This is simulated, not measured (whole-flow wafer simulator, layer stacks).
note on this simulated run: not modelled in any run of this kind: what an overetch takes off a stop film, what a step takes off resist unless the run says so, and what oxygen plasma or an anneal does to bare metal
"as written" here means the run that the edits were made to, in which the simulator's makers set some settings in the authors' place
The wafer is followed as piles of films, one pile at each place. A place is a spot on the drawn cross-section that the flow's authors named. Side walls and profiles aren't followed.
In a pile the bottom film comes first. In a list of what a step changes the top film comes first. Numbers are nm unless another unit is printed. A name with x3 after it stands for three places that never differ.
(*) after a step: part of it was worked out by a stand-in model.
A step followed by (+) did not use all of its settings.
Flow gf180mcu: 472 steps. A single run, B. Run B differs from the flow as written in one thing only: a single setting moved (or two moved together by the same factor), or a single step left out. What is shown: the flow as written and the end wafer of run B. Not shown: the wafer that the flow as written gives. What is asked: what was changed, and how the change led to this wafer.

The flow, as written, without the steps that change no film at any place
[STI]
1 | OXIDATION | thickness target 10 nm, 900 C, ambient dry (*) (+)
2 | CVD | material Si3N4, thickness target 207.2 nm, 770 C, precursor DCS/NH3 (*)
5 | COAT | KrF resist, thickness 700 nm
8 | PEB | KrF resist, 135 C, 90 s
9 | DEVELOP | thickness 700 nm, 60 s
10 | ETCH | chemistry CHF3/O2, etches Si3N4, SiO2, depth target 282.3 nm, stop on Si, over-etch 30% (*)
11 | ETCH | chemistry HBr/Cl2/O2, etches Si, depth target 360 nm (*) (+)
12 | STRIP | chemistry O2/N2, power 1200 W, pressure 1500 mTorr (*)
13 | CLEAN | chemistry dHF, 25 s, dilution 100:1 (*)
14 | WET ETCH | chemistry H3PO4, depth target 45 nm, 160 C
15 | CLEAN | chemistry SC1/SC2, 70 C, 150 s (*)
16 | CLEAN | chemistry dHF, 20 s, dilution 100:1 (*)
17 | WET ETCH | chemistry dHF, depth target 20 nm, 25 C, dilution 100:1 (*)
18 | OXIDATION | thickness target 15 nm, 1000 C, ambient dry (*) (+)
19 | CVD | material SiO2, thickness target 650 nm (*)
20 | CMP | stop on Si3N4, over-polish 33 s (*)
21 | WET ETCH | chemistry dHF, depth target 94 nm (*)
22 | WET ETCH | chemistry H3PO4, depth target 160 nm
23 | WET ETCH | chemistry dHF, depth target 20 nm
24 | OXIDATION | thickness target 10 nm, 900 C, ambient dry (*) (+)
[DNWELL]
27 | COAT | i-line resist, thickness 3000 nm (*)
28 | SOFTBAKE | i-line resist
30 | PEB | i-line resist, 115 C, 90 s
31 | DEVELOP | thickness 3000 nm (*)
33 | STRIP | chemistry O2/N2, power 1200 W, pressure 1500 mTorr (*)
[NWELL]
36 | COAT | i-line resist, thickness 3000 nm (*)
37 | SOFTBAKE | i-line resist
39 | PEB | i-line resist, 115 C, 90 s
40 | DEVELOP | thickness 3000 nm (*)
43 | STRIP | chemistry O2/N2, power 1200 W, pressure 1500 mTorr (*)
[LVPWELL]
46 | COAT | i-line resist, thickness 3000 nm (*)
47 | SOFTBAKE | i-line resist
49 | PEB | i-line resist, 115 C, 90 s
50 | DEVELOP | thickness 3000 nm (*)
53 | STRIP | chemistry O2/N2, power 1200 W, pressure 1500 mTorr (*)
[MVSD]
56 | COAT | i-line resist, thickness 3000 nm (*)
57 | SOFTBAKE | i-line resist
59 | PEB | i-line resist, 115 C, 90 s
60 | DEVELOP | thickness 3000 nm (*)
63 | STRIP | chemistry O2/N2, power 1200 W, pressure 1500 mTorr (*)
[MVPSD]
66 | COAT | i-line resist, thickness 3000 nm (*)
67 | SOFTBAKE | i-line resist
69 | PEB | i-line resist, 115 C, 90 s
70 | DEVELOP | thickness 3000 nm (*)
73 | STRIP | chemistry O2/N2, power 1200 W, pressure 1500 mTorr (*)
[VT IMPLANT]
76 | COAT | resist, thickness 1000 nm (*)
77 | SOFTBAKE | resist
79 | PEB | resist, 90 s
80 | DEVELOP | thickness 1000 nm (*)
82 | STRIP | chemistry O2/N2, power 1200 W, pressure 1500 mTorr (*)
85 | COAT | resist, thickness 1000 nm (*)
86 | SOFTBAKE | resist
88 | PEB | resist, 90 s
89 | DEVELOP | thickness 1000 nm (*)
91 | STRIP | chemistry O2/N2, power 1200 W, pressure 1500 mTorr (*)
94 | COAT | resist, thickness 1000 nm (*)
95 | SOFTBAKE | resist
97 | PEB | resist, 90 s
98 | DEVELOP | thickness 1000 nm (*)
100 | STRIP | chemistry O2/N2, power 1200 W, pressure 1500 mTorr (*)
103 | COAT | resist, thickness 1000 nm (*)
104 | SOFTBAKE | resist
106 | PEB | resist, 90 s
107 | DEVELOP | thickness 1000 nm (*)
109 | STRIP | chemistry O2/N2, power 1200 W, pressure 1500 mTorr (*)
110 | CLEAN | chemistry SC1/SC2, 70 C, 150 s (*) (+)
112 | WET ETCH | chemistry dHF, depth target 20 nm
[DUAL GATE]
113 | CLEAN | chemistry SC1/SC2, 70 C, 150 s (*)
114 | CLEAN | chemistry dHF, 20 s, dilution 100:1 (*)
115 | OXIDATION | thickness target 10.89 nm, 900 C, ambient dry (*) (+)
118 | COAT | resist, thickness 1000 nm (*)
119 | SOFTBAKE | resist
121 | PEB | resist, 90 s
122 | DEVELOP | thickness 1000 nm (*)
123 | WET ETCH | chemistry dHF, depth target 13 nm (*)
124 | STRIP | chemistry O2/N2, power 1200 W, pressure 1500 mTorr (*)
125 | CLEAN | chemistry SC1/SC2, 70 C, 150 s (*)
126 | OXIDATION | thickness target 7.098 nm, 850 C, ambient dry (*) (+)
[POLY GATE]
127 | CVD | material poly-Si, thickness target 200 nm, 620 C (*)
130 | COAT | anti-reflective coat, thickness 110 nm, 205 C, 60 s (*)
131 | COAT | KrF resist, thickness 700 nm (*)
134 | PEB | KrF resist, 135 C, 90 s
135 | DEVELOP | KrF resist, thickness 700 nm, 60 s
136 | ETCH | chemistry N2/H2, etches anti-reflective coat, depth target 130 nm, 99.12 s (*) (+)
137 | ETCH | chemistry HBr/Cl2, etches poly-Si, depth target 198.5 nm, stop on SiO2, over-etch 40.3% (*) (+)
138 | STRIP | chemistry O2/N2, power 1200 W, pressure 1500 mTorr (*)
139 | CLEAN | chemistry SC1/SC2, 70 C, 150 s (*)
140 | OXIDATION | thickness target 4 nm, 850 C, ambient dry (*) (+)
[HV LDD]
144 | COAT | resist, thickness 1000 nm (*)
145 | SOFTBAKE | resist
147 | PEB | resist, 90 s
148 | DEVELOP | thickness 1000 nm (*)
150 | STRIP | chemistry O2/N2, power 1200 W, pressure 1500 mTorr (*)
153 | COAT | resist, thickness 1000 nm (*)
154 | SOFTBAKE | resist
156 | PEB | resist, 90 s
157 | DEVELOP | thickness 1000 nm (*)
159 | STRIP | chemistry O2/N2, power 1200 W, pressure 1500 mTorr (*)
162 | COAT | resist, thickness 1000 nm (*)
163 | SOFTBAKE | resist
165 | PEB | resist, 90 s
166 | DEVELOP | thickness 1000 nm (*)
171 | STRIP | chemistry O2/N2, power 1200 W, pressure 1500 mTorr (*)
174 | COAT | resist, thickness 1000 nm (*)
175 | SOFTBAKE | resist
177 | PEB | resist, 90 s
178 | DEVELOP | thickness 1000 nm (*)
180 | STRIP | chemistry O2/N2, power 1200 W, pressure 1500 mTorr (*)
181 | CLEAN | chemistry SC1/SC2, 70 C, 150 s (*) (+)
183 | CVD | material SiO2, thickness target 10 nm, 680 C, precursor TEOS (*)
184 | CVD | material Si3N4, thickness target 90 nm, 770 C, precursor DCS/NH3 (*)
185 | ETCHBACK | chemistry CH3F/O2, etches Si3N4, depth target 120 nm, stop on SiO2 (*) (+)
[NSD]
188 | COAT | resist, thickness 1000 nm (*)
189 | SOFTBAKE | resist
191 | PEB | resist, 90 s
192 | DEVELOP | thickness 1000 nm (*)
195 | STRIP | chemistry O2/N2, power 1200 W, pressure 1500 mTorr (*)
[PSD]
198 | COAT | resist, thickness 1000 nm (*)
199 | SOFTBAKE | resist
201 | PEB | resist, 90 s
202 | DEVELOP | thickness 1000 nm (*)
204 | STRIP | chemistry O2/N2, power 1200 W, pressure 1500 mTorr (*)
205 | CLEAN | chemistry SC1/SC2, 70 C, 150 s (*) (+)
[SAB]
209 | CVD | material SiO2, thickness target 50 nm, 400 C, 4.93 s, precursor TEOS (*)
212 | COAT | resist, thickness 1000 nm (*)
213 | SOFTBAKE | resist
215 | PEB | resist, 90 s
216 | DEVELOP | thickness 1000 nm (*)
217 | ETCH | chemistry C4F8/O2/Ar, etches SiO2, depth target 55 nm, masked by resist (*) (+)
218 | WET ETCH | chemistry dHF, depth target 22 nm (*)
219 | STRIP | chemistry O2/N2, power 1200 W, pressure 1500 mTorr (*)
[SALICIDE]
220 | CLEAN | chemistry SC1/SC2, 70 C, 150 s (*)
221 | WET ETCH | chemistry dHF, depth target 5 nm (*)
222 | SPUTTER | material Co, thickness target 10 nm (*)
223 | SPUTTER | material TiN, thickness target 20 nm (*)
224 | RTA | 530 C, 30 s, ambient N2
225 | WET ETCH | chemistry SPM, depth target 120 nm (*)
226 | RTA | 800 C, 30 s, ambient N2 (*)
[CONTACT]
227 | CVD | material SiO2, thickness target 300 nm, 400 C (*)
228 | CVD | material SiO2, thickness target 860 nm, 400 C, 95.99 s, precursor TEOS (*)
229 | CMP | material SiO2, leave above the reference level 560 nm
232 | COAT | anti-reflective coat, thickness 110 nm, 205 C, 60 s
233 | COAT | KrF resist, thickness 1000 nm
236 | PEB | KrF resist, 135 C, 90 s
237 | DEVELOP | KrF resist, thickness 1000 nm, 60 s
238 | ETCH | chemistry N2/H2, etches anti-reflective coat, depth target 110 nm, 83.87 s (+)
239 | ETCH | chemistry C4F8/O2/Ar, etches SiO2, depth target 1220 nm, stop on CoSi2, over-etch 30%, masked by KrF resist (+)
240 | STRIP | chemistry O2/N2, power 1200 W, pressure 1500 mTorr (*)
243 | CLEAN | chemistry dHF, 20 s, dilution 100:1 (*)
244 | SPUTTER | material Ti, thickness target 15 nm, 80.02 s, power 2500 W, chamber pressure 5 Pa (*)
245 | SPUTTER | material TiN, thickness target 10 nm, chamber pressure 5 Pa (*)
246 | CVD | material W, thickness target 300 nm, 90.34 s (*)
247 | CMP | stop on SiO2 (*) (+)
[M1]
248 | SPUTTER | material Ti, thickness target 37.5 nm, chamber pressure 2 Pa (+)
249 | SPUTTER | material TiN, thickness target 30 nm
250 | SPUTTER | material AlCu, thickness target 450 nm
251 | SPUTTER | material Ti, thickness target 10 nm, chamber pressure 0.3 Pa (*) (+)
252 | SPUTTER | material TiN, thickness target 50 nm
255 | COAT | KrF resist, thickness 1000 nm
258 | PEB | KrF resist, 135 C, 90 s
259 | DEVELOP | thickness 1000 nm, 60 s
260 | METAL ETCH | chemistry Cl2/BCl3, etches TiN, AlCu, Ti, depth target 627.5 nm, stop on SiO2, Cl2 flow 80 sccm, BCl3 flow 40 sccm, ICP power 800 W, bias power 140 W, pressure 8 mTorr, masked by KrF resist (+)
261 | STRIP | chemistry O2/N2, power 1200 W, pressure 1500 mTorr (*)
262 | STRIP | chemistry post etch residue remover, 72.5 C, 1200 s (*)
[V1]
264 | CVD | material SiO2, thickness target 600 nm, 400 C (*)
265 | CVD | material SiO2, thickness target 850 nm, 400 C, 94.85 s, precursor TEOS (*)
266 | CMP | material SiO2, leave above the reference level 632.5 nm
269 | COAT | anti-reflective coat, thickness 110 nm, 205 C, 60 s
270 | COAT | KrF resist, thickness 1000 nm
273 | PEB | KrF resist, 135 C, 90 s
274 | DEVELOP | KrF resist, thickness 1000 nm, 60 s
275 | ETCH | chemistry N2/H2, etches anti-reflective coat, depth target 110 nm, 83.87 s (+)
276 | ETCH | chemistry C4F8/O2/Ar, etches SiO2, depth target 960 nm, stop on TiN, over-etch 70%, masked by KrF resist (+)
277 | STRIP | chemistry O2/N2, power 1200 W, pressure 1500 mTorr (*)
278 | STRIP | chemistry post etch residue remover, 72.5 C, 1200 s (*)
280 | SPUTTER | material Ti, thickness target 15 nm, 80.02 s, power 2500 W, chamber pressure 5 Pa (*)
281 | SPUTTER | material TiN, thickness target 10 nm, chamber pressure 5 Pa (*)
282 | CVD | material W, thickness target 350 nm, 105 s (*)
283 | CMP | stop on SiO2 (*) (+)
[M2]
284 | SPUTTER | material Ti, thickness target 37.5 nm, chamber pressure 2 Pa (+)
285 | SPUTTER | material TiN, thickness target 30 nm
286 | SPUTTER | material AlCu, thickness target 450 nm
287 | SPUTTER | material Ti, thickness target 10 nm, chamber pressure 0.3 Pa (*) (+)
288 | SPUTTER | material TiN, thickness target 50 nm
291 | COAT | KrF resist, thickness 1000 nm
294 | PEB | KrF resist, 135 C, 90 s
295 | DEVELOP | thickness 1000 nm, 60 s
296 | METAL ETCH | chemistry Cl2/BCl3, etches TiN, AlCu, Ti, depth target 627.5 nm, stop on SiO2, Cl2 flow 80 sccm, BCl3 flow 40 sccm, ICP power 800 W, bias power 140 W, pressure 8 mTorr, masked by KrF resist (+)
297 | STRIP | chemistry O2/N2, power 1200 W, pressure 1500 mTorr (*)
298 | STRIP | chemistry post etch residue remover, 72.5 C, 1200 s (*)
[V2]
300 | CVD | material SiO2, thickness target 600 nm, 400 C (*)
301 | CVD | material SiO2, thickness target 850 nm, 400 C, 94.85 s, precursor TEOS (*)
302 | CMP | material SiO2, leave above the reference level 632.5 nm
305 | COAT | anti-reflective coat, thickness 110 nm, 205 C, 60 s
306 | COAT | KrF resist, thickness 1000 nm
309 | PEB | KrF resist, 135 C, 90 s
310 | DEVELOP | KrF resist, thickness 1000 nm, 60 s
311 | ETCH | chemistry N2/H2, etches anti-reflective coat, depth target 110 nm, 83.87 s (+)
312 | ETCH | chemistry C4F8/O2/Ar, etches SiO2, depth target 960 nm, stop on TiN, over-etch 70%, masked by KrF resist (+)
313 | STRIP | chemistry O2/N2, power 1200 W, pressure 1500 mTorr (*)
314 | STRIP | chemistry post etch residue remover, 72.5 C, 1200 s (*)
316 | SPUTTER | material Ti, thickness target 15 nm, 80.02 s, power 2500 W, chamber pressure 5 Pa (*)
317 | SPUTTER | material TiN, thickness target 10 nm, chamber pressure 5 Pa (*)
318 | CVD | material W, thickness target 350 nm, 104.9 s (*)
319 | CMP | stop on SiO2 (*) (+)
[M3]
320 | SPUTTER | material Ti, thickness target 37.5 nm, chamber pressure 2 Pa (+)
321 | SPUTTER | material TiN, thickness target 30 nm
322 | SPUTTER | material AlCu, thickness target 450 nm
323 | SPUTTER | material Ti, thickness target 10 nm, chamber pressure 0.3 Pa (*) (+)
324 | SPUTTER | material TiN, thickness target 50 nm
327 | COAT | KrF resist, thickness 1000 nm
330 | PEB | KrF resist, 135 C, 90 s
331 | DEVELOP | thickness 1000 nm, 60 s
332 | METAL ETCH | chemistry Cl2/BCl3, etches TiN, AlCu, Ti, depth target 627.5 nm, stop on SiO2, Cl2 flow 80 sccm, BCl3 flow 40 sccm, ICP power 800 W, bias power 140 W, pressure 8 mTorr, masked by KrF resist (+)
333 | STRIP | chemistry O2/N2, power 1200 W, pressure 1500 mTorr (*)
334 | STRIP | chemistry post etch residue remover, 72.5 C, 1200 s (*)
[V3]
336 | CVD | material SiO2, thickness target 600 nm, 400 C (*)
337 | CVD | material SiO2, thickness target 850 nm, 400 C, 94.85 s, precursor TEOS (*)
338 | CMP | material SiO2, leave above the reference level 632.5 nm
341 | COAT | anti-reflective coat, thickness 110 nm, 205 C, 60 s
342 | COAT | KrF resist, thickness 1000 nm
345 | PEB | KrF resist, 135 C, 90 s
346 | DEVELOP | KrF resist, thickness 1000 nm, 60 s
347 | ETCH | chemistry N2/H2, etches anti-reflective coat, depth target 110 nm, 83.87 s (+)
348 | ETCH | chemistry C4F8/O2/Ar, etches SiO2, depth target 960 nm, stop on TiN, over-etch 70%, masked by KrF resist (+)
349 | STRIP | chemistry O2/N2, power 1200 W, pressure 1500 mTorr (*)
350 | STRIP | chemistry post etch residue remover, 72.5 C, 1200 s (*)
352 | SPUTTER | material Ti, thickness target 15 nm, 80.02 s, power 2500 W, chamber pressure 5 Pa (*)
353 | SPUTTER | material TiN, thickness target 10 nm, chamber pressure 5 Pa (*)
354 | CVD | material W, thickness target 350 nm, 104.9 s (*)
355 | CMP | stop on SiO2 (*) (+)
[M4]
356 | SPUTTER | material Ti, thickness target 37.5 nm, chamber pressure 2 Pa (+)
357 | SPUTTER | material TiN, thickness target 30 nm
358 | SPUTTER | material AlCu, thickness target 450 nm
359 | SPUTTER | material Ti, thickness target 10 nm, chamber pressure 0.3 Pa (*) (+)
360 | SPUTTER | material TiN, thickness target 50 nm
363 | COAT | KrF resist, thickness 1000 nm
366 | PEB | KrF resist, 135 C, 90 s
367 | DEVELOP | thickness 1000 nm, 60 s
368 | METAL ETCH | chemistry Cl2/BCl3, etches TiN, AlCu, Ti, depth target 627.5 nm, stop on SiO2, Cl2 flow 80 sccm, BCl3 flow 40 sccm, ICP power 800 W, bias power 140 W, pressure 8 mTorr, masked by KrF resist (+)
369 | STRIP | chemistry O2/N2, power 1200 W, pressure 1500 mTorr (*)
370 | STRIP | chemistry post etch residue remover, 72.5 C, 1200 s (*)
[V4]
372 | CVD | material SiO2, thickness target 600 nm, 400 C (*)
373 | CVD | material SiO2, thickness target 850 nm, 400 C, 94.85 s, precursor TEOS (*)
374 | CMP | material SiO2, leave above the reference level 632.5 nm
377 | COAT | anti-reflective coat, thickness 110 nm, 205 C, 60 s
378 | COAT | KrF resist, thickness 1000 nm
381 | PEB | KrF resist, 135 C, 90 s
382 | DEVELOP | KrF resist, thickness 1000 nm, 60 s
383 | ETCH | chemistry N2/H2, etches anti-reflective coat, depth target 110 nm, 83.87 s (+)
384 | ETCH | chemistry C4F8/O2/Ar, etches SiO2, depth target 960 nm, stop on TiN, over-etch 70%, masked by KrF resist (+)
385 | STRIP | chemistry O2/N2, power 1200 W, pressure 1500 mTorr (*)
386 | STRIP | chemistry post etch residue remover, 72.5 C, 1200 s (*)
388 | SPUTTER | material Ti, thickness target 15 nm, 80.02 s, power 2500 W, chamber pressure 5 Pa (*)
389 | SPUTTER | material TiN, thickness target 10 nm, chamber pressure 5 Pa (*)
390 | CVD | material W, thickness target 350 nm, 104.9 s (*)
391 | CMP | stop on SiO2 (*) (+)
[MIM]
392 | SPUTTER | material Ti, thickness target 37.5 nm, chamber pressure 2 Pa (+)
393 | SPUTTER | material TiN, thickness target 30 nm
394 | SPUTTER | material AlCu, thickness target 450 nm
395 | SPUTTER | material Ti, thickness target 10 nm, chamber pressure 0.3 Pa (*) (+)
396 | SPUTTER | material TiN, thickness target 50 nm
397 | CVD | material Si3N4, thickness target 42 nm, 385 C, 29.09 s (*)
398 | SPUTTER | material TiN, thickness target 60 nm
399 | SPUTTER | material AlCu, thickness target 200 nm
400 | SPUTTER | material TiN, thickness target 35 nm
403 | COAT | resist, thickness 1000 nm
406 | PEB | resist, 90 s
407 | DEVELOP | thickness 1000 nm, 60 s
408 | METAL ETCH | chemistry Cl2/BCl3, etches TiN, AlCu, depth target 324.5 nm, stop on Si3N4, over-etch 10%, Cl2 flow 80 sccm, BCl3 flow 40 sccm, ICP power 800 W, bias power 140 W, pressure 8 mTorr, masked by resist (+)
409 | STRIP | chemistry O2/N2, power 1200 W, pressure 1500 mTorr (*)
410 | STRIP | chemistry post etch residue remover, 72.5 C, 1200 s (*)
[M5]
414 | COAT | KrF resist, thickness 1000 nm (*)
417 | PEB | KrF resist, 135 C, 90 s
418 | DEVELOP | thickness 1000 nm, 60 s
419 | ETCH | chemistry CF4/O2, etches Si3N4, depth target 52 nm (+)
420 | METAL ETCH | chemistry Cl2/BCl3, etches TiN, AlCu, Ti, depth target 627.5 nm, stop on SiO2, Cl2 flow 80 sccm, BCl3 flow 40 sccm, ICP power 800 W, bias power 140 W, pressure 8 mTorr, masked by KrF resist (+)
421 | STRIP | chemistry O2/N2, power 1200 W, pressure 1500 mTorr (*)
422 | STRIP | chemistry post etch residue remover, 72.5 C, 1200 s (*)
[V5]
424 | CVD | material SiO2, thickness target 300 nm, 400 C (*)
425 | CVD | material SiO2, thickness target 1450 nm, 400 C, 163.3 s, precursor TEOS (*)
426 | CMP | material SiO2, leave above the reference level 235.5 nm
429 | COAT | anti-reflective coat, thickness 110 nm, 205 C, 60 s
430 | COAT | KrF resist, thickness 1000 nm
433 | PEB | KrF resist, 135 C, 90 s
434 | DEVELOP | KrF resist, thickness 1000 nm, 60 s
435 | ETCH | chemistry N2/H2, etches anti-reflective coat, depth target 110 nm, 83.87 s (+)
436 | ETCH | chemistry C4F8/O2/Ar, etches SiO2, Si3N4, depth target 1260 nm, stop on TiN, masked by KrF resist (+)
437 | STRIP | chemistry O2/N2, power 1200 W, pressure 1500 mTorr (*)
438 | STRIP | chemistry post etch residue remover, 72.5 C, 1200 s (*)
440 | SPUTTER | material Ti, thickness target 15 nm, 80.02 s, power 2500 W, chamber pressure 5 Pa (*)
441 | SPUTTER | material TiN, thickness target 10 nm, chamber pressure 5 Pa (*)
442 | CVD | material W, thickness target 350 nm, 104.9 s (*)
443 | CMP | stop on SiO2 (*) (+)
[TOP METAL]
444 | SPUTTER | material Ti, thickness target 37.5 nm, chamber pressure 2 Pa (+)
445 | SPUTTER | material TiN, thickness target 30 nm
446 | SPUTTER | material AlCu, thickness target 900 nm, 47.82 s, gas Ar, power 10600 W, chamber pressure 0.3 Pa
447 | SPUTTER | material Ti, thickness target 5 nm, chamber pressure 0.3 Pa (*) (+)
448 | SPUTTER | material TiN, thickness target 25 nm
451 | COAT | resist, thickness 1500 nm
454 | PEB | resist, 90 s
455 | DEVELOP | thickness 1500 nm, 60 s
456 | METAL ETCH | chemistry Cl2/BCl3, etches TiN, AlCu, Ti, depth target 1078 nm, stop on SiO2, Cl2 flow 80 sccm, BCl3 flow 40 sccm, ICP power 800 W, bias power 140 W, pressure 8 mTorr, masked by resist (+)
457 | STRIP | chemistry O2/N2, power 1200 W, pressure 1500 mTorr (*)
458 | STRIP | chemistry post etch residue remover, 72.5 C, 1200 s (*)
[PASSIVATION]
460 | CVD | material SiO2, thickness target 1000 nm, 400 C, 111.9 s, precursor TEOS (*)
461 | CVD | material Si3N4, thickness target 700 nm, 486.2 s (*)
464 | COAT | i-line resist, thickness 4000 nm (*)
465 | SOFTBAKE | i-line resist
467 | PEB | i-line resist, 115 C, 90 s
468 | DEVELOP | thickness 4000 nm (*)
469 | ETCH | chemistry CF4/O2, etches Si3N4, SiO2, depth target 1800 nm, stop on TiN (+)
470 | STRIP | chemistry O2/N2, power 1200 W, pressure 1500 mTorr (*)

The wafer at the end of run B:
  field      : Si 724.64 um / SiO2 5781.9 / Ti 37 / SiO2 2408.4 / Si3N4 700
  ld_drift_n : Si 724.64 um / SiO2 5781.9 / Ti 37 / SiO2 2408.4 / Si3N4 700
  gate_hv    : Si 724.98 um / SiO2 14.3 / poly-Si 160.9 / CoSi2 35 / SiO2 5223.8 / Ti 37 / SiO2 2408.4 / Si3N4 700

The reason: step 420, METAL ETCH: depth target 539.1 nm was run, whereas the flow has depth target 627.5 nm.

How this came from the change, step by step:
  420 | METAL ETCH | chemistry Cl2/BCl3, etches TiN, AlCu, Ti, depth target 627.5 nm, stop on SiO2, Cl2 flow 80 sccm, BCl3 flow 40 sccm, ICP power 800 W, bias power 140 W, pressure 8 mTorr, masked by KrF resist (+)
      field, field__w1, field__w2 and 101 more: -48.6 TiN (all of it), -10 Ti (all of it), -450 AlCu (all of it), -30 TiN (all of it), -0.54 Ti (in the flow as written it would be: -48.6 TiN (all of it), -10 Ti (all of it), -450 AlCu (all of it), -30 TiN (all of it), -37.5 Ti (all of it))
      field__w4, field__w8, contact, m1, m1__w1, mim, mim_1p0, m1_nw: -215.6 KrF resist (in the flow as written it would be: -251 KrF resist)
  421 | STRIP | chemistry O2/N2, power 1200 W, pressure 1500 mTorr (*)
      field__w8, m1__w1: -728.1 KrF resist (all of it) (in the flow as written it would be: -692.7 KrF resist (all of it))
      contact, m1: -728.5 KrF resist (all of it) (in the flow as written it would be: -693.2 KrF resist (all of it))
      (and at 4 other places as well)
  424 | CVD | material SiO2, thickness target 300 nm, 400 C (*)
      field, field__w1, field__w2 and 101 more: +300 SiO2 (new film) (in the flow as written it would be: +300 SiO2)
  426 | CMP | material SiO2, leave above the reference level 235.5 nm
      field, field__w1, field__w5 and 92 more: -337.8 SiO2 (in the flow as written it would be: -300.8 SiO2)
      field__w2, field__w3, field__w12 and 6 more: -311.3 SiO2 (in the flow as written it would be: -272.7 SiO2)
If metal films that touch count as one body, field has 1 body; the flow as written gives 0 bodies.
If metal films that touch count as one body, ld_drift_n has 1 body; the flow as written gives 0 bodies.
If metal films that touch count as one body, gate_hv has 2 bodies (between them, from the top down: SiO2 5223.8); the flow as written gives 1 body.
